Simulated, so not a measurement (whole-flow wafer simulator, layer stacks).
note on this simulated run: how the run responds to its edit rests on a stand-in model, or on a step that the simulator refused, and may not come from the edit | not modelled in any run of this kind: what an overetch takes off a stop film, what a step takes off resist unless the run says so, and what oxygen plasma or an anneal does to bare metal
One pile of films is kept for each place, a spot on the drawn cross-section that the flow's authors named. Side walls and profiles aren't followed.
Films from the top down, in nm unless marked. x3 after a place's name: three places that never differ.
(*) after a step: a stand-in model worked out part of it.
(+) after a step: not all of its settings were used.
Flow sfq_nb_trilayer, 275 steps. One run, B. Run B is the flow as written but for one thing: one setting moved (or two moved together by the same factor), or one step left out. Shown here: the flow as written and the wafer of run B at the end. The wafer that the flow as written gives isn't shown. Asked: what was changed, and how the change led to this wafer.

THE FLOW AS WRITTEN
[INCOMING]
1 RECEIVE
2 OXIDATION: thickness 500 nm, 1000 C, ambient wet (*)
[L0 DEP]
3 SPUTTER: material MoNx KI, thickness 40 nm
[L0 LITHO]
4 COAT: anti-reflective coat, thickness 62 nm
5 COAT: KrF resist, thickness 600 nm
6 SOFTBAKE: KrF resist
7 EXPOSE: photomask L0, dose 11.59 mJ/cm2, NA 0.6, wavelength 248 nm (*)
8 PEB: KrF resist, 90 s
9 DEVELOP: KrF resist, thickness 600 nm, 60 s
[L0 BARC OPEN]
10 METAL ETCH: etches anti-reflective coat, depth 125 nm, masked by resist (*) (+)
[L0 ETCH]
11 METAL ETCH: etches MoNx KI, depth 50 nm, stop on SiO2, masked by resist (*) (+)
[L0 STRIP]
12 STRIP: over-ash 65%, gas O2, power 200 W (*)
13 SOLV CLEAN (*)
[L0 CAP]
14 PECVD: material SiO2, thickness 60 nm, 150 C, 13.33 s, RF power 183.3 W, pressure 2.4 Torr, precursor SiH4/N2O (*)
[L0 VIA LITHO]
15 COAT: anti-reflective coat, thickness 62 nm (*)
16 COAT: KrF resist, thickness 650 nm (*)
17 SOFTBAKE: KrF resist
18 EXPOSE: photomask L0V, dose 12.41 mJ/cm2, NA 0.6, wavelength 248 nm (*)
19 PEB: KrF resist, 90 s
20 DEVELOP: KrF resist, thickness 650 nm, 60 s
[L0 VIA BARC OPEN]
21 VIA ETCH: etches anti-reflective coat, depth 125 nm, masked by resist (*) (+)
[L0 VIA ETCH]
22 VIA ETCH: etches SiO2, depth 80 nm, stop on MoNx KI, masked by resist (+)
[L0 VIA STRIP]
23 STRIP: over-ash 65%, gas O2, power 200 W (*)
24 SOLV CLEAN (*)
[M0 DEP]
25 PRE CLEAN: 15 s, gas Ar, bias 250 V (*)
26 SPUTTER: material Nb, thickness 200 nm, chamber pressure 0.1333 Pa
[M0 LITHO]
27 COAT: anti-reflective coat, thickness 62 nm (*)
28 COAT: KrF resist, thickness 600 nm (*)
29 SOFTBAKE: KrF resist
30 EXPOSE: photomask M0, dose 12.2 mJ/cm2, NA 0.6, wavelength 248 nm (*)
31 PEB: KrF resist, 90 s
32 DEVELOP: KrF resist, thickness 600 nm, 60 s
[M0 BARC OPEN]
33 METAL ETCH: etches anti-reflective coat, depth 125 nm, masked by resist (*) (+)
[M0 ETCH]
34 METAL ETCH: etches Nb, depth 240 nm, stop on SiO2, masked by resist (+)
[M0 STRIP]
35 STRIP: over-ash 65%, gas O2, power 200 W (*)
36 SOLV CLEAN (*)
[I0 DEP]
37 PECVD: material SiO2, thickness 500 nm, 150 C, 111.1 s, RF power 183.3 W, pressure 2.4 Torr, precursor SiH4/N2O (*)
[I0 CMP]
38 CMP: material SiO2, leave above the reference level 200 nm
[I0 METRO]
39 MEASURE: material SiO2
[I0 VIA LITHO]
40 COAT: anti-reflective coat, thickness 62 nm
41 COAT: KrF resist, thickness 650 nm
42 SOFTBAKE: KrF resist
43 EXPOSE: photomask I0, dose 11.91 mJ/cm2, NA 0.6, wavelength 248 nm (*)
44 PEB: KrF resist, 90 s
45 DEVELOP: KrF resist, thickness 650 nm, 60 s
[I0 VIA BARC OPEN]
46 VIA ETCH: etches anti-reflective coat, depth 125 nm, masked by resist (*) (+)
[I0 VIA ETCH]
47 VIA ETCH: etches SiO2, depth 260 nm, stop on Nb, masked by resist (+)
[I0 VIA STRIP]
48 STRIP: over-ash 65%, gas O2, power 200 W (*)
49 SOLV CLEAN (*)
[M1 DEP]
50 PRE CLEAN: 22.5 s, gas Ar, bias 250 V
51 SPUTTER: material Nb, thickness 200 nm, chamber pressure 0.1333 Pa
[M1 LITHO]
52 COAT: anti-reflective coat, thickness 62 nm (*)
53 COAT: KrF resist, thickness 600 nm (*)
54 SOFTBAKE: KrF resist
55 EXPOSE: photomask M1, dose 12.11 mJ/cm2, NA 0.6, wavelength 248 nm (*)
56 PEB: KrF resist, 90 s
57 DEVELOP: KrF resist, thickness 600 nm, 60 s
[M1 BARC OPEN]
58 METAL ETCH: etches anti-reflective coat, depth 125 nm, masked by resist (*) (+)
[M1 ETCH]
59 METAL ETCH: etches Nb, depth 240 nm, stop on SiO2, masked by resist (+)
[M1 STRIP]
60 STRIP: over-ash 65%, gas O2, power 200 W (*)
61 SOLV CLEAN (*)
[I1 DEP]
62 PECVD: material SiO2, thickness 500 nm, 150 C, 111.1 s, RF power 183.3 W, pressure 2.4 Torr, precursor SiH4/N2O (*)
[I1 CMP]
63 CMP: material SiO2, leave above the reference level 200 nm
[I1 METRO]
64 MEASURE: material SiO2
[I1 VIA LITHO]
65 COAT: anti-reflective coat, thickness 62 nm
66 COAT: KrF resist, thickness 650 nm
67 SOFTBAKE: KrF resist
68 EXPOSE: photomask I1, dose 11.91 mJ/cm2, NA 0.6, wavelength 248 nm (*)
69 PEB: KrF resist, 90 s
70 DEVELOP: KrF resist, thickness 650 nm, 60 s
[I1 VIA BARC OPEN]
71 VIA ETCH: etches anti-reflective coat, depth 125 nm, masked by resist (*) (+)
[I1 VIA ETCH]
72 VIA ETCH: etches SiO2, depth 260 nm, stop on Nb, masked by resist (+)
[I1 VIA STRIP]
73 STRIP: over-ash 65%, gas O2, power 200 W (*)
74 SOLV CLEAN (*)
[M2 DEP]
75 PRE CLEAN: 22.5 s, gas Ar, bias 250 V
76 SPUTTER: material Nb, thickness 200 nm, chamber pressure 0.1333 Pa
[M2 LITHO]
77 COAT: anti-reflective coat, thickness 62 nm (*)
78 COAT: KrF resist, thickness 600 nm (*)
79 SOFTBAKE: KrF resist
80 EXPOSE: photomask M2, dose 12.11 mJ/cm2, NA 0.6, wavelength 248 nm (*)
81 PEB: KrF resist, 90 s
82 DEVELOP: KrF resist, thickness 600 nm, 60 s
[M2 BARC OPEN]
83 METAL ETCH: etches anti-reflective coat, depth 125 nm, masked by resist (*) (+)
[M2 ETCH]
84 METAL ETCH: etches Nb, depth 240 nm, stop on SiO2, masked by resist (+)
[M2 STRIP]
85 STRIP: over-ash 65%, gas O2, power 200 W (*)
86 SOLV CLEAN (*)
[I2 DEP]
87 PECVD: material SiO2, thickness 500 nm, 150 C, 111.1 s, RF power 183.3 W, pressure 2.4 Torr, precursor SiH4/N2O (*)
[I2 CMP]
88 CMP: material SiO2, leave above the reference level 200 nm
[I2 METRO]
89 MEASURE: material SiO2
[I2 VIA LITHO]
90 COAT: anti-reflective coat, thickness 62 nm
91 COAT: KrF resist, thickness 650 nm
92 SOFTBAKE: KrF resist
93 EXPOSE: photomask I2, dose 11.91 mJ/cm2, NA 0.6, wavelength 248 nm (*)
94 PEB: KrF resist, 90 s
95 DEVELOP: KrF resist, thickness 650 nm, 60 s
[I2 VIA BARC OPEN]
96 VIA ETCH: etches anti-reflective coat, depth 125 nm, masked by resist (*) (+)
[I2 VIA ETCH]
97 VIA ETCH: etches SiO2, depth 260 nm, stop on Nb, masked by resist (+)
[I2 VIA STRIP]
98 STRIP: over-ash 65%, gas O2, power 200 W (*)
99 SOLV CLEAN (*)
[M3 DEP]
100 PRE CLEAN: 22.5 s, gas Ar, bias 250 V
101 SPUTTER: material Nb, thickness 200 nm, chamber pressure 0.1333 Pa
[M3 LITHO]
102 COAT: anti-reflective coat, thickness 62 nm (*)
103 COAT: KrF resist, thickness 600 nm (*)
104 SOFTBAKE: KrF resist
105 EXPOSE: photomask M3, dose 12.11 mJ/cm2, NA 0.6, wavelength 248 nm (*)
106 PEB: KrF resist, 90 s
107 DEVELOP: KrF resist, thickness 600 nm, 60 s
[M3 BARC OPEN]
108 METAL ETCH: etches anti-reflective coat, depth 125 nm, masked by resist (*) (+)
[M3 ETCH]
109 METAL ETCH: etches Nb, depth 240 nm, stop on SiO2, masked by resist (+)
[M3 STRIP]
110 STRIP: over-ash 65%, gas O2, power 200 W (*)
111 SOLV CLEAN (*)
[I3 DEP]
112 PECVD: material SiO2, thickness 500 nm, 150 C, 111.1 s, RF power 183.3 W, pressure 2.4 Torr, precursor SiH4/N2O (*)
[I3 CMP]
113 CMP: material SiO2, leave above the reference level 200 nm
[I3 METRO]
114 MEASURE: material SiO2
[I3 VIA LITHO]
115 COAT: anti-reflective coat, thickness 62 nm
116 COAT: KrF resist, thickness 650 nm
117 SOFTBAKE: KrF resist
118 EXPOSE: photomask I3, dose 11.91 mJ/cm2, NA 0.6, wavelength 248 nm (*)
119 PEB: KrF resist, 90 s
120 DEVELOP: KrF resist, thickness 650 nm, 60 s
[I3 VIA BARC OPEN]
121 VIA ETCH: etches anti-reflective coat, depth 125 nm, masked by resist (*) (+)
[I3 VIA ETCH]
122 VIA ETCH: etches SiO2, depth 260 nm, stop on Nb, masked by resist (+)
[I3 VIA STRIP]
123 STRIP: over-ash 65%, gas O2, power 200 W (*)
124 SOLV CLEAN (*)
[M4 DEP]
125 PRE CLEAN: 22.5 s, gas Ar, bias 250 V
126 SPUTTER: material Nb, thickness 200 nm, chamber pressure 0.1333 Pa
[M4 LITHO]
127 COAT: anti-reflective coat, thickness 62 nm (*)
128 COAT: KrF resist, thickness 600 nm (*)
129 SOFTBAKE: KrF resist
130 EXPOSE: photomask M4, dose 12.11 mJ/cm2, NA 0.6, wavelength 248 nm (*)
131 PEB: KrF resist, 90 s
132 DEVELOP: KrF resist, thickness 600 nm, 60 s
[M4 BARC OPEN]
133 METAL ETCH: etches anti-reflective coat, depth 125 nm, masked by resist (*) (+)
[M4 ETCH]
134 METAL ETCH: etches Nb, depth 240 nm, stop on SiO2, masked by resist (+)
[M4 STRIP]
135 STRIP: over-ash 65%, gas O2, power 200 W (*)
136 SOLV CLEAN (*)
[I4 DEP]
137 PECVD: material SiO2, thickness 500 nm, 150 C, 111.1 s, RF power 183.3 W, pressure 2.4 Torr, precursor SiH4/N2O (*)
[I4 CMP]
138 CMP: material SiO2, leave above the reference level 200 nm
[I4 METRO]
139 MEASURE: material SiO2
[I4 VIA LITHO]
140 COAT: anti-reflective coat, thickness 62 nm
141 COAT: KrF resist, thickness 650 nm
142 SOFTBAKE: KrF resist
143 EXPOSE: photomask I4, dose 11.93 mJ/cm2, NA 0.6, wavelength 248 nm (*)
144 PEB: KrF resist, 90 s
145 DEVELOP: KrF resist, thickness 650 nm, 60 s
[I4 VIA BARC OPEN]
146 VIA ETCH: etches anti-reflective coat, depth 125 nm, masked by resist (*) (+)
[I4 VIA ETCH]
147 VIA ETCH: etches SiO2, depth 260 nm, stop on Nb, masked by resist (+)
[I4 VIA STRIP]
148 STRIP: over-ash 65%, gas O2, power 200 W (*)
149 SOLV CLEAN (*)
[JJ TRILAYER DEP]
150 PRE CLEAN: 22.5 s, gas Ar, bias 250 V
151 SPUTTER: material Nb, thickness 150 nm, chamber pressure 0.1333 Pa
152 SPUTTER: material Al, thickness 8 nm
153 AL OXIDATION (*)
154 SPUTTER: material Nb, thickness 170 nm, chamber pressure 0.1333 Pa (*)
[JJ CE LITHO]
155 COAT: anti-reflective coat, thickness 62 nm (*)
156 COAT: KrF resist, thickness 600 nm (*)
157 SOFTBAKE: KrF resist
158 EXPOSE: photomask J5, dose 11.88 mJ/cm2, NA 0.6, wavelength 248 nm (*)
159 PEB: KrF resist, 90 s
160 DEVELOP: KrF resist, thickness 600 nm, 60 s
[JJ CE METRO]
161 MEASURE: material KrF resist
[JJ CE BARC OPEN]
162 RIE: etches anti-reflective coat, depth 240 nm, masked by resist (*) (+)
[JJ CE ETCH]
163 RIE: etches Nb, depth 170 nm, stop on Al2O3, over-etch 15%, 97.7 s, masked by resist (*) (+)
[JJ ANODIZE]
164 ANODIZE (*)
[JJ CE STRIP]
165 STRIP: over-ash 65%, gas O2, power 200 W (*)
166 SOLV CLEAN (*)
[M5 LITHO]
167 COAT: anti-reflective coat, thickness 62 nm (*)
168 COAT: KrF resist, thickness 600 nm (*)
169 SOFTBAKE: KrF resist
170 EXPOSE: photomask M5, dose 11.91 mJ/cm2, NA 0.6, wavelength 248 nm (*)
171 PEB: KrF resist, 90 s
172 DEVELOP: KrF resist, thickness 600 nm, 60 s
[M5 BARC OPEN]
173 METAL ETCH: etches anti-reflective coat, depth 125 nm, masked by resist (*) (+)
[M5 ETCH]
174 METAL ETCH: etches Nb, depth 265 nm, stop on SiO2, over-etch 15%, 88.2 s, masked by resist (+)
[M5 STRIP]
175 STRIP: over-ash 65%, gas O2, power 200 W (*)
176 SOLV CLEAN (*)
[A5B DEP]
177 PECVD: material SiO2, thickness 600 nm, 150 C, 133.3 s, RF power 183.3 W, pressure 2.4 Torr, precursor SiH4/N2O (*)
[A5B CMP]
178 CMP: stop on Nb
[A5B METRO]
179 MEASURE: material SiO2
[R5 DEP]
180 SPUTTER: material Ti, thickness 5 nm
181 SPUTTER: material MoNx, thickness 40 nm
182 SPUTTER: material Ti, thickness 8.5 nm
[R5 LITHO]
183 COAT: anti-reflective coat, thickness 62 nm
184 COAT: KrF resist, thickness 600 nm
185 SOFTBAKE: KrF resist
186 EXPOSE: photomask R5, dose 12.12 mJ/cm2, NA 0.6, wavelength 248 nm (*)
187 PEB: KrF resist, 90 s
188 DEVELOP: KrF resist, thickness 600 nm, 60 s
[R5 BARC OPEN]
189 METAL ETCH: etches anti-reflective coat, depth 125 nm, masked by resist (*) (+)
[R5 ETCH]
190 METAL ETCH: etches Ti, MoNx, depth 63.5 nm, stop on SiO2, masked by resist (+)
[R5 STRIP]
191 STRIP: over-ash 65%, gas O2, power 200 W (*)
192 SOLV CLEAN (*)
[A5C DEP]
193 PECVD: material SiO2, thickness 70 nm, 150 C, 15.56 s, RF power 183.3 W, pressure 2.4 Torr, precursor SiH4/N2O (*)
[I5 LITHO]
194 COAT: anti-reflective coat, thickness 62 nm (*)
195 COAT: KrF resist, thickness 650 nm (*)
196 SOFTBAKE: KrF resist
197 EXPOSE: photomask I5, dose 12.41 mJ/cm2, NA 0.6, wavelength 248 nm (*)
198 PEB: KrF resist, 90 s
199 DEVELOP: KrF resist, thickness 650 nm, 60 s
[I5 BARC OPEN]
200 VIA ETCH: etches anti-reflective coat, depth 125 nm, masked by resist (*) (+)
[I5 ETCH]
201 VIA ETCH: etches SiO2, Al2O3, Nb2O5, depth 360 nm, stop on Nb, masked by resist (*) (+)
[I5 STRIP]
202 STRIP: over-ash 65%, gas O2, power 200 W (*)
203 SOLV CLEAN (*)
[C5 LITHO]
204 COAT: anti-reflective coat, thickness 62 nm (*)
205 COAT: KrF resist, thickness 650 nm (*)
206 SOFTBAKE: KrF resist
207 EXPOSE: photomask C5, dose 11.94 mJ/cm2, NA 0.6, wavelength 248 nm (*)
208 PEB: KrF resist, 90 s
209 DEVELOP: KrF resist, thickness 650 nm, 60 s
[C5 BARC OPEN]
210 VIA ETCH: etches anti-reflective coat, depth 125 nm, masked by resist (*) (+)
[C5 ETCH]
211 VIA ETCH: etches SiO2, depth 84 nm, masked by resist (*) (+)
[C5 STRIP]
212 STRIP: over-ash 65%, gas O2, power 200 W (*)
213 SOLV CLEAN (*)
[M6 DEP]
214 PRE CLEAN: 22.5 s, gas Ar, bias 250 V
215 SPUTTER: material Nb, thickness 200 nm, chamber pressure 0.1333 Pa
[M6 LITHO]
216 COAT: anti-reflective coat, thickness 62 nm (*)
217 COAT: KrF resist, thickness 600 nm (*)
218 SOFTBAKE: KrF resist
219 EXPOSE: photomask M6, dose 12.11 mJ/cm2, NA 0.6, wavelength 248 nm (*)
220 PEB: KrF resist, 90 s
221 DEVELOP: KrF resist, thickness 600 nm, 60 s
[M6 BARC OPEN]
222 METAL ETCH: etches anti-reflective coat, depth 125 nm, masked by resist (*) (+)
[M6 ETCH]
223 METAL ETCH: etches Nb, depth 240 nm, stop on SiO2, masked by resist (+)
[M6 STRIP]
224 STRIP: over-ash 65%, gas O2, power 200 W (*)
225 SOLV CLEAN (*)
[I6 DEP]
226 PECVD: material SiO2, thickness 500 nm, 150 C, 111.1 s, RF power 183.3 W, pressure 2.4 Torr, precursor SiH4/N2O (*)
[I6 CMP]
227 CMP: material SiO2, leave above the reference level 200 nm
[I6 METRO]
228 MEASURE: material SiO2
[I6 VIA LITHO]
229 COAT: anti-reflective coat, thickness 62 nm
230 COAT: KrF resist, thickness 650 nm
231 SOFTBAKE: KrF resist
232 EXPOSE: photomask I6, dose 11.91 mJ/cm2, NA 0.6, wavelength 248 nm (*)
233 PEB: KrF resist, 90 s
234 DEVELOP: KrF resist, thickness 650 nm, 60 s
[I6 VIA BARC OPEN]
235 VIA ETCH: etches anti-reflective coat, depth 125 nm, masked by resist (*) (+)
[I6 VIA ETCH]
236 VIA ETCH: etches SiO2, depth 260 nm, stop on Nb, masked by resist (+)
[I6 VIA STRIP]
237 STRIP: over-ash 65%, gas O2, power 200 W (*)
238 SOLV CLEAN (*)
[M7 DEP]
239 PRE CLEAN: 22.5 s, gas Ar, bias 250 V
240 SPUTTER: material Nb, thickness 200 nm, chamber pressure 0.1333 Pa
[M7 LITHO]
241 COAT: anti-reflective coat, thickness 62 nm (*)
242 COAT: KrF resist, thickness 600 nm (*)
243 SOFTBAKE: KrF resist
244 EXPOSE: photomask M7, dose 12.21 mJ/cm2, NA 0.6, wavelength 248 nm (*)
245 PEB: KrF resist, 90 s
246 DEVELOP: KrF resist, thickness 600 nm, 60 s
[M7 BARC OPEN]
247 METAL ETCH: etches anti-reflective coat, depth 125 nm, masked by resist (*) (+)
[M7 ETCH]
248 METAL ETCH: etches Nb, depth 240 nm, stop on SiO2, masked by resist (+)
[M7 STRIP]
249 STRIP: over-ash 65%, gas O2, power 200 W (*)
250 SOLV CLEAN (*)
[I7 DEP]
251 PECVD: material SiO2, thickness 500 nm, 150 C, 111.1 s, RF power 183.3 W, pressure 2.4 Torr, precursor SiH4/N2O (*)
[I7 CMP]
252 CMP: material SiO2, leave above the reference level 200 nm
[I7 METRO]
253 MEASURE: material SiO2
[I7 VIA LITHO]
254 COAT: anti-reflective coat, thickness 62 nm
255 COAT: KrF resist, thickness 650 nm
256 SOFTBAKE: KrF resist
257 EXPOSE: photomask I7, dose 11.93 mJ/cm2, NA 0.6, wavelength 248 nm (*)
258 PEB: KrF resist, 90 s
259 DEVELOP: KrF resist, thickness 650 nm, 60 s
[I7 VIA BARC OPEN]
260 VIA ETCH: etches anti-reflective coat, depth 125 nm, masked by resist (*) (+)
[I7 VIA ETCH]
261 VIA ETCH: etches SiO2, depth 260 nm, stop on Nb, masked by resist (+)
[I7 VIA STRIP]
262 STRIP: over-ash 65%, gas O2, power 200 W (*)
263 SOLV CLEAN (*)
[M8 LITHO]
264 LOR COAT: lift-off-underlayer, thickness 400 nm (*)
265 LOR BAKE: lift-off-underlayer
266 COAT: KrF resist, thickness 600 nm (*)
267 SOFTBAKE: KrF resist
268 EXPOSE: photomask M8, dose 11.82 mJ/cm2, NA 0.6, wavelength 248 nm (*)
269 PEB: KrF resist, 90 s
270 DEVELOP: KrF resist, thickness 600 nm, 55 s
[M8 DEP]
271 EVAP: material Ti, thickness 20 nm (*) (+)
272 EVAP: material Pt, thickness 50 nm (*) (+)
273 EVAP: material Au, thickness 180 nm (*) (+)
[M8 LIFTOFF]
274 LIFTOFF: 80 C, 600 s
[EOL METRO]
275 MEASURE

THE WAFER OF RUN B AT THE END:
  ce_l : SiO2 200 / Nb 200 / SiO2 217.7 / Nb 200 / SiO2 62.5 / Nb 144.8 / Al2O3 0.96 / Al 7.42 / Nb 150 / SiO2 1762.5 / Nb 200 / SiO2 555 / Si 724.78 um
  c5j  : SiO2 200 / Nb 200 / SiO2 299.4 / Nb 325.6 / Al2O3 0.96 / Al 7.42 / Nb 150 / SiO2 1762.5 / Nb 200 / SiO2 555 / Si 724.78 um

The cause: step 190, METAL ETCH: depth 78.74 nm was run, where the flow has depth 63.5 nm.

How the change led to this, step by step:
  190 METAL ETCH: etches Ti, MoNx, depth 63.5 nm, stop on SiO2, masked by resist (+)
      be_r, r_sur, res, r_end, r5r_line_l, r5r_line_c, r5r_line_r: KrF resist -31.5 (as written it would be: KrF resist -25.4)
      ce_l, c5j, ce_r, wl_jj: Ti -8.5 (all of it), MoNx -40 (all of it), Ti -5 (all of it), Nb -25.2 (as written it would be: Ti -8.5 (all of it), MoNx -40 (all of it), Ti -5 (all of it), Nb -10)
  194 COAT: anti-reflective coat, thickness 62 nm (*)
      wl_j_sl, wl_j_sr: anti-reflective coat +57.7 (new film) (as written it would be: anti-reflective coat +60.2 (new film))
      jj_sur: anti-reflective coat +58.3 (new film) (as written it would be: anti-reflective coat +60.8 (new film))
      (and at 5 more places)
  202 STRIP: over-ash 65%, gas O2, power 200 W (*)
      wl_j_sl, wl_j_sr: KrF resist -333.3 (all of it), anti-reflective coat -57.7 (all of it) (as written it would be: KrF resist -333.3 (all of it), anti-reflective coat -60.2 (all of it))
      jj_sur: KrF resist -337.5 (all of it), anti-reflective coat -58.3 (all of it) (as written it would be: KrF resist -337.2 (all of it), anti-reflective coat -60.8 (all of it))
      (and at 5 more places)
  204 COAT: anti-reflective coat, thickness 62 nm (*)
      wl_j_sl, wl_j_sr: anti-reflective coat +57.7 (new film) (as written it would be: anti-reflective coat +60.2 (new film))
      jj_sur: anti-reflective coat +57 (new film) (as written it would be: anti-reflective coat +59.5 (new film))
      (and at 5 more places)
  210 VIA ETCH: etches anti-reflective coat, depth 125 nm, masked by resist (*) (+)
      c5j: anti-reflective coat -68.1 (all of it), SiO2 -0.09 (as written it would be: anti-reflective coat -63.9 (all of it), SiO2 -0.11)
  212 STRIP: over-ash 65%, gas O2, power 200 W (*)
      wl_j_sl, wl_j_sr: KrF resist -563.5 (all of it), anti-reflective coat -57.7 (all of it) (as written it would be: KrF resist -563.4 (all of it), anti-reflective coat -60.2 (all of it))
      jj_sur: KrF resist -562.2 (all of it), anti-reflective coat -57 (all of it) (as written it would be: KrF resist -562 (all of it), anti-reflective coat -59.5 (all of it))
      (and at 4 more places)
  216 COAT: anti-reflective coat, thickness 62 nm (*)
      wl_j_sl, wl_j_sr: anti-reflective coat +57.8 (new film) (as written it would be: anti-reflective coat +60.2 (new film))
      jj_sur: anti-reflective coat +53.4 (new film) (as written it would be: anti-reflective coat +56.1 (new film))
      (and at 5 more places)
  224 STRIP: over-ash 65%, gas O2, power 200 W (*)
      wl_j_sl, wl_j_sr: KrF resist -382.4 (all of it), anti-reflective coat -57.8 (all of it) (as written it would be: KrF resist -382.5 (all of it), anti-reflective coat -60.2 (all of it))
      jj_sur: KrF resist -378.8 (all of it), anti-reflective coat -53.4 (all of it) (as written it would be: KrF resist -378.5 (all of it), anti-reflective coat -56.1 (all of it))
      (and at 5 more places)
  227 CMP: material SiO2, leave above the reference level 200 nm
      ce_l, ce_r, wl_jj: SiO2 -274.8 (as written it would be: SiO2 -290)
      c5j: SiO2 -207.8 (as written it would be: SiO2 -223)
